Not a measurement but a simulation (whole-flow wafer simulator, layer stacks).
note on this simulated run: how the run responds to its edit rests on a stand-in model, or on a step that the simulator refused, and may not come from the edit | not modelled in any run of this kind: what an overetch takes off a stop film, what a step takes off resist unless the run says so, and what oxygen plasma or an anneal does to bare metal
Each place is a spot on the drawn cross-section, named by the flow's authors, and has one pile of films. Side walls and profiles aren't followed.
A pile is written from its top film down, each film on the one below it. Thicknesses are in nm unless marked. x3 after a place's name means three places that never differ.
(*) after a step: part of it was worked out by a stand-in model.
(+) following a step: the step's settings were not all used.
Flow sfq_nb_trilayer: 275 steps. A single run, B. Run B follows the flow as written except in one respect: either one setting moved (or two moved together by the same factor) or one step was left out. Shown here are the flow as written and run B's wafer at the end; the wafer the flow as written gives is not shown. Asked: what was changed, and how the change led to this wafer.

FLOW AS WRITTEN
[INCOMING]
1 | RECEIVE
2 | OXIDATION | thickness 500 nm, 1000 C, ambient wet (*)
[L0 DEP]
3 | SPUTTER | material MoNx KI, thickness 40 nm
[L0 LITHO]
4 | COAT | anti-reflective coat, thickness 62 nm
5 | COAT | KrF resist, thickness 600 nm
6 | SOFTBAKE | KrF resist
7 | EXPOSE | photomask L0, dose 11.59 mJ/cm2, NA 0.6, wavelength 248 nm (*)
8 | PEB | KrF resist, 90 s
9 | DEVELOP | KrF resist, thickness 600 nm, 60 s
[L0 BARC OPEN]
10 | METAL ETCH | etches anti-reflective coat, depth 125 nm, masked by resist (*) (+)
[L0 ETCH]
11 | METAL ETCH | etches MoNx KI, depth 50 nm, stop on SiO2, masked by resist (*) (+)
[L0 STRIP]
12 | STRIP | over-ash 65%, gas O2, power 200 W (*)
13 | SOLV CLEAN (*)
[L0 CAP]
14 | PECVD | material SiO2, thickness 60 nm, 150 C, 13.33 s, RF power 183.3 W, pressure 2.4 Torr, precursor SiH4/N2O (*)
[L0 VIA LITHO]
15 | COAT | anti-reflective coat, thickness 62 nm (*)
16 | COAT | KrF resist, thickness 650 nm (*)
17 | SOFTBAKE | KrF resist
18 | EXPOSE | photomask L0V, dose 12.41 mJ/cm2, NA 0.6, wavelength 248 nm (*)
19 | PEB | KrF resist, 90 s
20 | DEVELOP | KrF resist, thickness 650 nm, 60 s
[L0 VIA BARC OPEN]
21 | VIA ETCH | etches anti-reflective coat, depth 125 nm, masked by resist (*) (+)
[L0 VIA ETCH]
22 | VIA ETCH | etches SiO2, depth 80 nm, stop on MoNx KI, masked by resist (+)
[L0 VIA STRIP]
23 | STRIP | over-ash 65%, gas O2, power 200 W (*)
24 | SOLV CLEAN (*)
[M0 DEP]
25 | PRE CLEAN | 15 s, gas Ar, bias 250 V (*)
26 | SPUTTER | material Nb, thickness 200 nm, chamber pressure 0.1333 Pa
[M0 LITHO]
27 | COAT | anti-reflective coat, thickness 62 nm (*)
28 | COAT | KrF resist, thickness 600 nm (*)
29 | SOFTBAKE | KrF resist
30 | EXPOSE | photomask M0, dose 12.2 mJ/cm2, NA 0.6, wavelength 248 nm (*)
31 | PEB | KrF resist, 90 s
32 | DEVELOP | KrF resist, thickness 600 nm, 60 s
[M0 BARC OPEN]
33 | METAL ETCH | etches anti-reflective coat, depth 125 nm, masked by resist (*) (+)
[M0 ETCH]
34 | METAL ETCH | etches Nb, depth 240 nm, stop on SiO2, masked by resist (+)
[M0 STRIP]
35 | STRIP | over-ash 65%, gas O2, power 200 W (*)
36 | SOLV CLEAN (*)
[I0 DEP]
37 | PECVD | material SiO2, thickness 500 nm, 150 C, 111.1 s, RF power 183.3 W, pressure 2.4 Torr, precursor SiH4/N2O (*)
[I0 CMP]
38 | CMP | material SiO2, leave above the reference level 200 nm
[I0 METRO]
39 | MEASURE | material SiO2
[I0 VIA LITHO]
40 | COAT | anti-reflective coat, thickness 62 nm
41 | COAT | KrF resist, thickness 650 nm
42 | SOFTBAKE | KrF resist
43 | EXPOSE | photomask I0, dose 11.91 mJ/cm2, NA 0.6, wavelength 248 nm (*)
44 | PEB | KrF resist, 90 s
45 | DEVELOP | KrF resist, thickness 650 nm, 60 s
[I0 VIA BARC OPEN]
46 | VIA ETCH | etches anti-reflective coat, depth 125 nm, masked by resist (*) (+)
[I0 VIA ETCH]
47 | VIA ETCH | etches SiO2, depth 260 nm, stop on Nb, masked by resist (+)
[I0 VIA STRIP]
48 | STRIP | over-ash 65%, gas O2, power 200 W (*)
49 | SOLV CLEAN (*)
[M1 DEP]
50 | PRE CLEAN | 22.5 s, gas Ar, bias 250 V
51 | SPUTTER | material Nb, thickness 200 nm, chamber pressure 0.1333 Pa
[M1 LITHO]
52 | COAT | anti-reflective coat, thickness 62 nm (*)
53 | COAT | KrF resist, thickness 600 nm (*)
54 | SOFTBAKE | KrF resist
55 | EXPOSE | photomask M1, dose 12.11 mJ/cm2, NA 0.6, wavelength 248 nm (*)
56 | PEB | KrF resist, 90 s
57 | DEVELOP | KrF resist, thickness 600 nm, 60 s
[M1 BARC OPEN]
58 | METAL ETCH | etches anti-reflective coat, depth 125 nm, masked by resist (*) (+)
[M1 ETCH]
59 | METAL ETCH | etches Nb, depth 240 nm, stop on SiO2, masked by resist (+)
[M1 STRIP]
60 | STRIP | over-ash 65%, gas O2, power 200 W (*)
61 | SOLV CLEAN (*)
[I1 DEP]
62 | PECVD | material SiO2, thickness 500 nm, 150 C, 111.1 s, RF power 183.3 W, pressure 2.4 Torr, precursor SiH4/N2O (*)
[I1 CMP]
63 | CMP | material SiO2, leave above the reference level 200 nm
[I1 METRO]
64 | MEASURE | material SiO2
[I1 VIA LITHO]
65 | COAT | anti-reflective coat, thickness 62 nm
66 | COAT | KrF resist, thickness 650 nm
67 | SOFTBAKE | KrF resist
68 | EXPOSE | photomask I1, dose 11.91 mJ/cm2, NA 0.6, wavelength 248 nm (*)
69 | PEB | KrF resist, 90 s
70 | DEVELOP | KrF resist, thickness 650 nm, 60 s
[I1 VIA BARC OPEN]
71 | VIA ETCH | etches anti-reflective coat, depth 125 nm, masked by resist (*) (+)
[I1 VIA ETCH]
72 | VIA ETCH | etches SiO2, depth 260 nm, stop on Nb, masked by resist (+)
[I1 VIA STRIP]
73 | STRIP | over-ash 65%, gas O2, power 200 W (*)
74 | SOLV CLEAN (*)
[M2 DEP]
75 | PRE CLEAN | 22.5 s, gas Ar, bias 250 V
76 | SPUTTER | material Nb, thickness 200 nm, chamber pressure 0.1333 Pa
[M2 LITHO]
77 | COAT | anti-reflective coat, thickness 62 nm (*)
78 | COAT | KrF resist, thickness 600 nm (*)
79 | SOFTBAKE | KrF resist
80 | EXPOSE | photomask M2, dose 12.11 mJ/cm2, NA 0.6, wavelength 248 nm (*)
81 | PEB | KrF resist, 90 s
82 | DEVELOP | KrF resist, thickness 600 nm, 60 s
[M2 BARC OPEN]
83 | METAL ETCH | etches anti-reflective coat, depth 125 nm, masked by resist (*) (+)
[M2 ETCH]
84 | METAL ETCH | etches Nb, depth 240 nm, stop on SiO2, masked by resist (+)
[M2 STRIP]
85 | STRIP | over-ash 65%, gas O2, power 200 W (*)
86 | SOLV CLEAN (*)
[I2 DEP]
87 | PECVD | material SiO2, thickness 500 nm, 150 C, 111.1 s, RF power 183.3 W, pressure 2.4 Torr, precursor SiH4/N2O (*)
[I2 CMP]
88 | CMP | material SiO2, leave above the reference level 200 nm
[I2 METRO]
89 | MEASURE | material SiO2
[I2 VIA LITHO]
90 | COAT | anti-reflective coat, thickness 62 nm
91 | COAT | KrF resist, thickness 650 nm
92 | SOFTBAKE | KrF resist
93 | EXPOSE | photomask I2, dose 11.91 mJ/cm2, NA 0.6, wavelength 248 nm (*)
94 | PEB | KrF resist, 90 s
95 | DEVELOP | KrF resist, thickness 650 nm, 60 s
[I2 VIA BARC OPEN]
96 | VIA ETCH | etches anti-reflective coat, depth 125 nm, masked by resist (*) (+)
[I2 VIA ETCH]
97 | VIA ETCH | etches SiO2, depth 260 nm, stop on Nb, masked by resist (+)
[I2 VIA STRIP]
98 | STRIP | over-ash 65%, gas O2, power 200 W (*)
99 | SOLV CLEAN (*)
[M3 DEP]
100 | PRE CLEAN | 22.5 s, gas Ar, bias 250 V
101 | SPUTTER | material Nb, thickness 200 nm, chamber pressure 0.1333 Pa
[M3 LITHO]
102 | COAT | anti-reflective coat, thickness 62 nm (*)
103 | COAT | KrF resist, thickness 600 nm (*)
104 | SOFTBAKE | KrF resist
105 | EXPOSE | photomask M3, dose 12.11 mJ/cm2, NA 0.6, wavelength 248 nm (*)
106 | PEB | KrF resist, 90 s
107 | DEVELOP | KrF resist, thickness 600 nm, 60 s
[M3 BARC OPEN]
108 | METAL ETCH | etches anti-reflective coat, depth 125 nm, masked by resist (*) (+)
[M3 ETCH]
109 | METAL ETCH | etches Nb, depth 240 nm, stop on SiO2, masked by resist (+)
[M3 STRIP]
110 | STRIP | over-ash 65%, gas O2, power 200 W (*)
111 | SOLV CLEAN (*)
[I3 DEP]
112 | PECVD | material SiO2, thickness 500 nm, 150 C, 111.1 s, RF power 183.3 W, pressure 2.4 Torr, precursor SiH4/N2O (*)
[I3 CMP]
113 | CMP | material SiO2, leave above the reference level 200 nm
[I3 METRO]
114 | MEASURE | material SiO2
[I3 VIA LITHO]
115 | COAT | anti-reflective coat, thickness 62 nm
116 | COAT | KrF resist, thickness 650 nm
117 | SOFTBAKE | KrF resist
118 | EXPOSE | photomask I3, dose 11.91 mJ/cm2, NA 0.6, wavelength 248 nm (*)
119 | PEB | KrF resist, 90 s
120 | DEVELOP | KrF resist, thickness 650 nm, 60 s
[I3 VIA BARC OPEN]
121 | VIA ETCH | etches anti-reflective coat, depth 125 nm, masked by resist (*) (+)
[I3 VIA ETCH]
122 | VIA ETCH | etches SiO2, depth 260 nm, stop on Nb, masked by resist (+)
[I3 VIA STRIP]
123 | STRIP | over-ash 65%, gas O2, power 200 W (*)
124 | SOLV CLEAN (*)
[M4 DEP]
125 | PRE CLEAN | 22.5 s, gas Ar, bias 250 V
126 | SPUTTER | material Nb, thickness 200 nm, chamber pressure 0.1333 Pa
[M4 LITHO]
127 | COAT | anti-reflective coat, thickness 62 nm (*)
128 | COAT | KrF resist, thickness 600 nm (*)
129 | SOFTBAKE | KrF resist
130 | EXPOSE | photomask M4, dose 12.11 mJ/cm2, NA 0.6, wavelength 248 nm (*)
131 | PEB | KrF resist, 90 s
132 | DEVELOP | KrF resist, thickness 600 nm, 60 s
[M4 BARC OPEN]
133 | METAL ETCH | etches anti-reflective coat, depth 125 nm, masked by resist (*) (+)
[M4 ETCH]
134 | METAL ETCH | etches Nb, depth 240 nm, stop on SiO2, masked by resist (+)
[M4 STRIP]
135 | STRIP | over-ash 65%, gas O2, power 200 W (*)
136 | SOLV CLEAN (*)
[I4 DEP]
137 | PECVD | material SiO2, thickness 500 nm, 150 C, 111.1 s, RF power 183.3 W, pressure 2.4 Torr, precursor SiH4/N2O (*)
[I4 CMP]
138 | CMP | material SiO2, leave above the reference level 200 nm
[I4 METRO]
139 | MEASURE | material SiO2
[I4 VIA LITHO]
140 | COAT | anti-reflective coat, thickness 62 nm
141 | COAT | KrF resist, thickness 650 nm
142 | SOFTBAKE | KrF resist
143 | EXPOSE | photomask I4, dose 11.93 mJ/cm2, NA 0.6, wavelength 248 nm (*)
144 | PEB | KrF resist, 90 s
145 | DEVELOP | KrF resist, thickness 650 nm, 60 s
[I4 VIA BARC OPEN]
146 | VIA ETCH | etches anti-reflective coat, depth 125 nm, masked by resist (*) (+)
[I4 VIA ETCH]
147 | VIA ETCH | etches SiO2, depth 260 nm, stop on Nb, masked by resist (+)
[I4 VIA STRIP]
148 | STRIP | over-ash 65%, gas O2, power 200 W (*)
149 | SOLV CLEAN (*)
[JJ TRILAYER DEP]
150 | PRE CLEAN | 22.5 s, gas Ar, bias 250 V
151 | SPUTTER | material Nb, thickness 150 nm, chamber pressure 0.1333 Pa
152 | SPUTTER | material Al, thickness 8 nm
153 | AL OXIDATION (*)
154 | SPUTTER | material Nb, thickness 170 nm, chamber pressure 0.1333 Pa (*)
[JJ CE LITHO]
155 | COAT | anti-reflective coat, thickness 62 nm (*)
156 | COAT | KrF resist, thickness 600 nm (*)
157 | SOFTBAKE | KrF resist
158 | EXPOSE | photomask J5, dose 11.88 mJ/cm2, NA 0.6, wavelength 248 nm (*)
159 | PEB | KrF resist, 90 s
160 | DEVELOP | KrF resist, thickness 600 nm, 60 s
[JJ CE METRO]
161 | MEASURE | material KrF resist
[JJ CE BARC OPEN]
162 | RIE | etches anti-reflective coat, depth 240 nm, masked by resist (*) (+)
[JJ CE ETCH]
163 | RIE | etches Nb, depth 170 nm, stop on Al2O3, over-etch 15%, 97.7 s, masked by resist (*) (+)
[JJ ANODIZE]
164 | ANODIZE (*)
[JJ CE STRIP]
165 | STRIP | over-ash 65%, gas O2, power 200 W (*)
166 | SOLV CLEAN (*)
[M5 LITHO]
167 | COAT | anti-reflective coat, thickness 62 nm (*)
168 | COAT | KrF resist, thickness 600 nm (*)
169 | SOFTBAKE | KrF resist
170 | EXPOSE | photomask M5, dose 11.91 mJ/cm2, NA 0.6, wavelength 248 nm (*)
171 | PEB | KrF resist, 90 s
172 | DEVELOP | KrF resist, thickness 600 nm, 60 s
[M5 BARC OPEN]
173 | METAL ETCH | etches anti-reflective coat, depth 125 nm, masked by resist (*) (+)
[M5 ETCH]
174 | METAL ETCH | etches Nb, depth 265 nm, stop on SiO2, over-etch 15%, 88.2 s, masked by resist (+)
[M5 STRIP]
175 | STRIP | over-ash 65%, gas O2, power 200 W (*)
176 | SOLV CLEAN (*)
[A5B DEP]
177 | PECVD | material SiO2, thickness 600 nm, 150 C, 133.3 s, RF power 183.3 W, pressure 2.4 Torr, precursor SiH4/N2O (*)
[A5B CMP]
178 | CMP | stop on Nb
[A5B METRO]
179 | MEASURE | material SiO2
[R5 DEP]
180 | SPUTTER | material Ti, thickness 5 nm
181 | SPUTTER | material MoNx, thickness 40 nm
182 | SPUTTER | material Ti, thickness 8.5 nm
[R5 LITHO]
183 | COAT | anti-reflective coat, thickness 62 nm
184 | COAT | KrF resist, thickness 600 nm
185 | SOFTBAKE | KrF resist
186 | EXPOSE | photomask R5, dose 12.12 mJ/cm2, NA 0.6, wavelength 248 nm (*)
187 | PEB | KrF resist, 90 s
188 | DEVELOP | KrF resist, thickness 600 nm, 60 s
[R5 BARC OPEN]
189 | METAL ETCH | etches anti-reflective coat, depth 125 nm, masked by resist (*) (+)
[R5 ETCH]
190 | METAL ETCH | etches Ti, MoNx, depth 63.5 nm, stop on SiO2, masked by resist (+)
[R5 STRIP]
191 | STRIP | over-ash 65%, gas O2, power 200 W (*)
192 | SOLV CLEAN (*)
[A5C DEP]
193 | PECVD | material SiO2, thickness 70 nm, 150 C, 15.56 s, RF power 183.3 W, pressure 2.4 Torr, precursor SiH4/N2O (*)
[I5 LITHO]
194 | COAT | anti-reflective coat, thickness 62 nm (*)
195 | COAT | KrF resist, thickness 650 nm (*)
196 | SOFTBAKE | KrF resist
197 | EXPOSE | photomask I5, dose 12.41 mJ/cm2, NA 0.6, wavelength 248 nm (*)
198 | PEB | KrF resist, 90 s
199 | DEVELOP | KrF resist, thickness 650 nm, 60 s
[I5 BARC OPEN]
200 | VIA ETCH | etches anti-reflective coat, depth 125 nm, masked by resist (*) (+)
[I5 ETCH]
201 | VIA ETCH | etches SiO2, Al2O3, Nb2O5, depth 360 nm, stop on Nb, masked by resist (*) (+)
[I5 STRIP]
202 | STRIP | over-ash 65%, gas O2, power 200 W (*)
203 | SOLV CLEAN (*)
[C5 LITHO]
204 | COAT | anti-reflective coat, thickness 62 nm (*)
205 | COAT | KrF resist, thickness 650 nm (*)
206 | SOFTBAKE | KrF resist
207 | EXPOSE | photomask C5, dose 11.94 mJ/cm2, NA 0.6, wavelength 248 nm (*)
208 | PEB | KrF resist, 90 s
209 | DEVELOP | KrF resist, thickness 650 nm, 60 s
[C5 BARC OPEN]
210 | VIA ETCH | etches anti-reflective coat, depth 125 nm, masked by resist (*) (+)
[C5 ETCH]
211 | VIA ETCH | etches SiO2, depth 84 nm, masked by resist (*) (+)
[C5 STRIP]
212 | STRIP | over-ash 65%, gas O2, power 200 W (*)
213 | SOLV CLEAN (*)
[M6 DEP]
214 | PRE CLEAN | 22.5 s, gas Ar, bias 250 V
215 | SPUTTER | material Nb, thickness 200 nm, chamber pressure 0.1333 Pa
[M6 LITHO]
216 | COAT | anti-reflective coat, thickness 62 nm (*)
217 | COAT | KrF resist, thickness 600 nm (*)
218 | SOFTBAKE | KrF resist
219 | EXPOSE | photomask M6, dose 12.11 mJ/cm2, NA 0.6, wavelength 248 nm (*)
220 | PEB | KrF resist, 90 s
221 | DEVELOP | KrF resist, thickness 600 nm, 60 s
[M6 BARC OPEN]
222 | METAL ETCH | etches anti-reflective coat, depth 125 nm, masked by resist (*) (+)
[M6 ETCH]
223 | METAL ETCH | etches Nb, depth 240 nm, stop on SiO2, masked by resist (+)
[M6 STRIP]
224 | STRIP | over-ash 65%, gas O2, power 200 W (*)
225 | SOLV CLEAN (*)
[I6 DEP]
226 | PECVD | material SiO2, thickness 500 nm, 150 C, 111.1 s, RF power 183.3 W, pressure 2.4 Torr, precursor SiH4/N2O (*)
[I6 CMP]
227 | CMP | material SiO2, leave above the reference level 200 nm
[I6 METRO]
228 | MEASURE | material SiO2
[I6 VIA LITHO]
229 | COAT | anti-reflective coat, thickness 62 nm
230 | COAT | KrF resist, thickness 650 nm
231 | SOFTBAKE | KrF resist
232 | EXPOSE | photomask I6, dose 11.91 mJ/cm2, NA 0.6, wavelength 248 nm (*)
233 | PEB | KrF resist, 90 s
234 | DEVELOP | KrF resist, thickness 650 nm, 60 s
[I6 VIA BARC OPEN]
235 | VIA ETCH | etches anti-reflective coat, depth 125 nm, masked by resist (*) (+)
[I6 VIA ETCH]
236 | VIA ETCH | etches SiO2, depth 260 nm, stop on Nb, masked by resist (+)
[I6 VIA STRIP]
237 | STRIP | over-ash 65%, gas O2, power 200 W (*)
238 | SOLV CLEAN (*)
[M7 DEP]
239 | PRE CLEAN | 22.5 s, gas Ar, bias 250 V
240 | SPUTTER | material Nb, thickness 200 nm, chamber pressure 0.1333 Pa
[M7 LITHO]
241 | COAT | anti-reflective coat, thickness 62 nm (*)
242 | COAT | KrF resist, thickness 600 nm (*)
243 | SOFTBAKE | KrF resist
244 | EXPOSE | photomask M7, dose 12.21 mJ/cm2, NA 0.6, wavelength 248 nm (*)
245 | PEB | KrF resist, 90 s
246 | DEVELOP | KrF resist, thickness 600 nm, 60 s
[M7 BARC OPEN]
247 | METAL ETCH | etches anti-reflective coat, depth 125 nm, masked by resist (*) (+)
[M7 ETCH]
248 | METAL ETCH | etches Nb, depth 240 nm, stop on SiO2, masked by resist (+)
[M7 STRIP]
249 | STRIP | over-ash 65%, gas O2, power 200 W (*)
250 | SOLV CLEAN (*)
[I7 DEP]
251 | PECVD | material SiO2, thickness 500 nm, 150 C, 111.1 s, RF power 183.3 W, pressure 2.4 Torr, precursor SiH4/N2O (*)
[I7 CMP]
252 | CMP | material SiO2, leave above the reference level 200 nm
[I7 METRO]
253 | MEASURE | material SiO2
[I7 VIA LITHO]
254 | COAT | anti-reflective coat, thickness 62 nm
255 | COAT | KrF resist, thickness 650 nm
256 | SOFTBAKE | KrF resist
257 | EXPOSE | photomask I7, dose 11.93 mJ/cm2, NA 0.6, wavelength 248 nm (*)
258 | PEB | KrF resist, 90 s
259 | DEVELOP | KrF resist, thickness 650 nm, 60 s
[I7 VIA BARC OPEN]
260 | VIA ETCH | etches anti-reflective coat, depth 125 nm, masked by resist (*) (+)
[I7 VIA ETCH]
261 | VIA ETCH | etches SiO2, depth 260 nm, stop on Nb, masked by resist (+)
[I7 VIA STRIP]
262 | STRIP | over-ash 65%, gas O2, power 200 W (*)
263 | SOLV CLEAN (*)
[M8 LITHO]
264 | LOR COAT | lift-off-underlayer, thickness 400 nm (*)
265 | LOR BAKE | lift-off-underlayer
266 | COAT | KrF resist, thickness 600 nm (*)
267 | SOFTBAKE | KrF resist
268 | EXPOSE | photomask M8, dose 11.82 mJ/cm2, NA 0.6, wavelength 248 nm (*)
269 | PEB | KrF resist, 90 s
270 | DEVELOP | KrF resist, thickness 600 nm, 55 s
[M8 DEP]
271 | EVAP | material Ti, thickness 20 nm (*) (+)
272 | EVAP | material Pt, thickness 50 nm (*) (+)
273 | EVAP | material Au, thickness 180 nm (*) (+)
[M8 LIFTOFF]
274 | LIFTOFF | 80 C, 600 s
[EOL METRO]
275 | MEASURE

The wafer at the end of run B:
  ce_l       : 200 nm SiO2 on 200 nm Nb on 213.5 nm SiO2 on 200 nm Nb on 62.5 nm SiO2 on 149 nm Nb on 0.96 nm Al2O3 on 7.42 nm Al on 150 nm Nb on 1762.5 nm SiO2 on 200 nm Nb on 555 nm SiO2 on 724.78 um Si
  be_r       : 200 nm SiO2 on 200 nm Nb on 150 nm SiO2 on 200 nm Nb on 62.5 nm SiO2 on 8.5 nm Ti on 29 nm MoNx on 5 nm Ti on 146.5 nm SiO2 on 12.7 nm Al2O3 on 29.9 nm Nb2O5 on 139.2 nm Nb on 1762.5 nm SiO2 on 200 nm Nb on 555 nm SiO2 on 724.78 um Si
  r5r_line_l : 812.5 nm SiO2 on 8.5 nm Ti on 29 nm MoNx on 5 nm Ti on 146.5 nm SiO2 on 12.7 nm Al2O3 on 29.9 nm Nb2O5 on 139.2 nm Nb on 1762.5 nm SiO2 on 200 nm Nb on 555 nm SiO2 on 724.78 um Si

The reason: step 181, SPUTTER: thickness 29 nm was run, whereas the flow has thickness 40 nm.
The wafer lets one read it off: be_r has MoNx 29, and step 181 as written asks for 40 nm.

How this came from the change, step by step:
  181 | SPUTTER | material MoNx, thickness 40 nm
      field_l, v_sur, via_wl and 103 more: MoNx gains 29 (new film) (it would be, as written: MoNx gains 40 (new film))
  190 | METAL ETCH | etches Ti, MoNx, depth 63.5 nm, stop on SiO2, masked by resist (+)
      field_l, v_sur, via_wl and 92 more: Ti loses 8.5 (all of it), MoNx loses 29 (all of it), Ti loses 5 (all of it) (it would be, as written: Ti loses 8.5 (all of it), MoNx loses 40 (all of it), Ti loses 5 (all of it))
      ce_l, c5j, ce_r, wl_jj: Ti loses 8.5 (all of it), MoNx loses 29 (all of it), Ti loses 5 (all of it), Nb loses 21 (it would be, as written: Ti loses 8.5 (all of it), MoNx loses 40 (all of it), Ti loses 5 (all of it), Nb loses 10)
  194 | COAT | anti-reflective coat, thickness 62 nm (*)
      wl_j_sl, wl_j_sr: anti-reflective coat gains 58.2 (new film) (it would be, as written: anti-reflective coat gains 60.2 (new film))
      r5r_spacepad_l, r5r_spacepad_r: anti-reflective coat gains 79.6 (new film) (it would be, as written: anti-reflective coat gains 84.4 (new film))
      (as well as at 12 more places)
  202 | STRIP | over-ash 65%, gas O2, power 200 W (*)
      wl_j_sl, wl_j_sr: KrF resist loses 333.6 (all of it), anti-reflective coat loses 58.2 (all of it) (it would be, as written: KrF resist loses 333.3 (all of it), anti-reflective coat loses 60.2 (all of it))
      r5r_spacepad_l, r5r_spacepad_r: KrF resist loses 335.2 (all of it), anti-reflective coat loses 79.6 (all of it) (it would be, as written: KrF resist loses 335.6 (all of it), anti-reflective coat loses 84.4 (all of it))
      (as well as at 12 more places)
  204 | COAT | anti-reflective coat, thickness 62 nm (*)
      wl_j_sl, wl_j_sr: anti-reflective coat gains 58.2 (new film) (it would be, as written: anti-reflective coat gains 60.2 (new film))
      r5r_spacepad_l, r5r_spacepad_r: anti-reflective coat gains 79.6 (new film) (it would be, as written: anti-reflective coat gains 84.4 (new film))
      (as well as at 12 more places)
  210 | VIA ETCH | etches anti-reflective coat, depth 125 nm, masked by resist (*) (+)
      c5j: anti-reflective coat loses 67 (all of it), SiO2 loses 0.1 (it would be, as written: anti-reflective coat loses 63.9 (all of it), SiO2 loses 0.11)
  212 | STRIP | over-ash 65%, gas O2, power 200 W (*)
      wl_j_sl, wl_j_sr: KrF resist loses 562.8 (all of it), anti-reflective coat loses 58.2 (all of it) (it would be, as written: KrF resist loses 563.4 (all of it), anti-reflective coat loses 60.2 (all of it))
      r5r_spacepad_l, r5r_spacepad_r: KrF resist loses 564.5 (all of it), anti-reflective coat loses 79.6 (all of it) (it would be, as written: KrF resist loses 565.8 (all of it), anti-reflective coat loses 84.4 (all of it))
      (as well as at 11 more places)
  216 | COAT | anti-reflective coat, thickness 62 nm (*)
      r5r_line_l, r5r_line_c, r5r_line_r: anti-reflective coat gains 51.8 (new film) (it would be, as written: anti-reflective coat gains 50 (new film))
      wl_j_sl, wl_j_sr: anti-reflective coat gains 58.3 (new film) (it would be, as written: anti-reflective coat gains 60.2 (new film))
      (as well as at 11 more places)
  222 | METAL ETCH | etches anti-reflective coat, depth 125 nm, masked by resist (*) (+)
      r5r_line_l, r5r_line_c, r5r_line_r: anti-reflective coat loses 51.8 (all of it) (it would be, as written: anti-reflective coat loses 50 (all of it))
      r5r_spacepad_l, r5r_spacepad_r: anti-reflective coat loses 80.4 (all of it) (it would be, as written: anti-reflective coat loses 85.7 (all of it))
      (as well as at 1 more place)
  224 | STRIP | over-ash 65%, gas O2, power 200 W (*)
      wl_j_sl, wl_j_sr: KrF resist loses 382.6 (all of it), anti-reflective coat loses 58.3 (all of it) (it would be, as written: KrF resist loses 382.5 (all of it), anti-reflective coat loses 60.2 (all of it))
      jj_sur: KrF resist loses 377.8 (all of it), anti-reflective coat loses 54.1 (all of it) (it would be, as written: KrF resist loses 378.5 (all of it), anti-reflective coat loses 56.1 (all of it))
      (as well as at 7 more places)
  226 | PECVD | material SiO2, thickness 500 nm, 150 C, 111.1 s, RF power 183.3 W, pressure 2.4 Torr, precursor SiH4/N2O (*)
      r5r_spacepad_l, r5r_spacepad_r: SiO2 gains 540 (it would be, as written: SiO2 gains 553.5)
  227 | CMP | material SiO2, leave above the reference level 200 nm
      ce_l, ce_r, wl_jj: SiO2 loses 279 (it would be, as written: SiO2 loses 290)
      be_r, r_sur, r_end: SiO2 loses 342.5 (it would be, as written: SiO2 loses 353.5)
      (as well as at 7 more places)
